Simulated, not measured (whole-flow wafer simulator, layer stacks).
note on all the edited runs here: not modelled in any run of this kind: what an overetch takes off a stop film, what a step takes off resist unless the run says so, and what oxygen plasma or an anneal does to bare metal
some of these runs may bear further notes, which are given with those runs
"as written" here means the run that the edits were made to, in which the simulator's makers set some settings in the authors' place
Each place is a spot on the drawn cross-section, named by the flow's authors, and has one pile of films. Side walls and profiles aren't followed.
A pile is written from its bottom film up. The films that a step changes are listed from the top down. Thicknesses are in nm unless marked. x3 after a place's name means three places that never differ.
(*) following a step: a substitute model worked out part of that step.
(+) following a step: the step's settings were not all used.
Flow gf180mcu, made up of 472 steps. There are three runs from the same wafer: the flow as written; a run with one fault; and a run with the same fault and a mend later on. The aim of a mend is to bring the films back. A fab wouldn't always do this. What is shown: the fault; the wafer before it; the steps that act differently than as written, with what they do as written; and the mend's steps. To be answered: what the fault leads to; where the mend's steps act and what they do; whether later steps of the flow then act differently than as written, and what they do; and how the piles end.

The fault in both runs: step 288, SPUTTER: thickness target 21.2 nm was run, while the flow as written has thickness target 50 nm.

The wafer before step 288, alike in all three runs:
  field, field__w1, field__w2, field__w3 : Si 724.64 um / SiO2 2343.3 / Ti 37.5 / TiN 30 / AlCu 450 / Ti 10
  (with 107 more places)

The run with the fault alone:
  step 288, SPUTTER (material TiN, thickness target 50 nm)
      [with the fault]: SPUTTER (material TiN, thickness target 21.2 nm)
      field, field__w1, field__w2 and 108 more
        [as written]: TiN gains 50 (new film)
        [with the fault]: TiN gains 21.2 (new film)
  Steps further on in the flow that do not act as written (not shown: 2 more steps that differ only slightly, by at most 2% or 0.5 nm, whichever is larger):
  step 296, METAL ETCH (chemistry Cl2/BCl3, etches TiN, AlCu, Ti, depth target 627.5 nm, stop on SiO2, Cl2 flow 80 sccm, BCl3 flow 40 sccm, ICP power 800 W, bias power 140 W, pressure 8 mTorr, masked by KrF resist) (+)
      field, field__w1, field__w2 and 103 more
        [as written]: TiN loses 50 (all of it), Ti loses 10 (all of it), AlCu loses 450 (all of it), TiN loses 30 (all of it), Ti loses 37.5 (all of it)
        [with the fault]: TiN loses 21.2 (all of it), Ti loses 10 (all of it), AlCu loses 450 (all of it), TiN loses 30 (all of it), Ti loses 37.5 (all of it)
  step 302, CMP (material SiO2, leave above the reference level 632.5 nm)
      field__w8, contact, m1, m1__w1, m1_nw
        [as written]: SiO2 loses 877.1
        [with the fault]: SiO2 loses 848.3
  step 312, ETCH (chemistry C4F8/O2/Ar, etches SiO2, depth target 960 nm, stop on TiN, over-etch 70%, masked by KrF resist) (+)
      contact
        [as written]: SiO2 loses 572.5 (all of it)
        [with the fault]: SiO2 loses 601.3 (all of it)
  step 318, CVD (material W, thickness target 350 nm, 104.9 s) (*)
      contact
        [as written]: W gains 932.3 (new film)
        [with the fault]: W gains 961.4 (new film)
  By the end, the piles at field__w8, contact, m1, m1__w1, m1_nw depart from the flow's by more than 2% or 0.5 nm, whichever is larger.
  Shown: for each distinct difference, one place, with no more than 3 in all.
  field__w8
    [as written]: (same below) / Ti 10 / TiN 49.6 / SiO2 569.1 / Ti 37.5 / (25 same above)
    [with the fault]: (same below) / Ti 10 / TiN 20.8 / SiO2 597.9 / Ti 37.5 / (25 same above)
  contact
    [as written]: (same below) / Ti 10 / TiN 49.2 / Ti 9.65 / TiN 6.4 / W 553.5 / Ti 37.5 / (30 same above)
    [with the fault]: (same below) / Ti 10 / TiN 20.4 / Ti 9.49 / TiN 6.3 / W 582.6 / Ti 37.5 / (30 same above)

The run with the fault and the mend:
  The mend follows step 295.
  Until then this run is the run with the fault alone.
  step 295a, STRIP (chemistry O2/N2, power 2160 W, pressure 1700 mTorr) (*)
      field__w8, contact, m1, m1__w1, m1_nw
        KrF resist loses 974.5 (all of it)
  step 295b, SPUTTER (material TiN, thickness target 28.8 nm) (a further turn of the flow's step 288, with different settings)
      field, field__w1, field__w2 and 108 more
        TiN gains 28.8
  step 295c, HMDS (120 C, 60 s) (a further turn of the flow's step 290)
      does not change any film at any place that is followed
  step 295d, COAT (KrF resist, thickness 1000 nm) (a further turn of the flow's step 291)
      field, field__w1, field__w2 and 108 more
        KrF resist gains 1000 (new film)
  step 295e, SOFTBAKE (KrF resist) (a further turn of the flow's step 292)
      does not change any film at any place that is followed
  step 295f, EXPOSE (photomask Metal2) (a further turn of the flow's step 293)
      does not change any film at any place that is followed
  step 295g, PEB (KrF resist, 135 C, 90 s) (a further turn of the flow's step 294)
      field, field__w1, field__w2 and 108 more
        KrF resist loses 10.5
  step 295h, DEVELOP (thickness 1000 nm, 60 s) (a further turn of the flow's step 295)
      field, field__w1, field__w2 and 103 more
        KrF resist loses 989.5 (all of it)
      field__w8, contact, m1, m1__w1, m1_nw
        KrF resist loses 14.9
  Later steps of the flow that are run all act as written at every place that is followed.
  At every place that both follow, the piles at the end match the flow's.
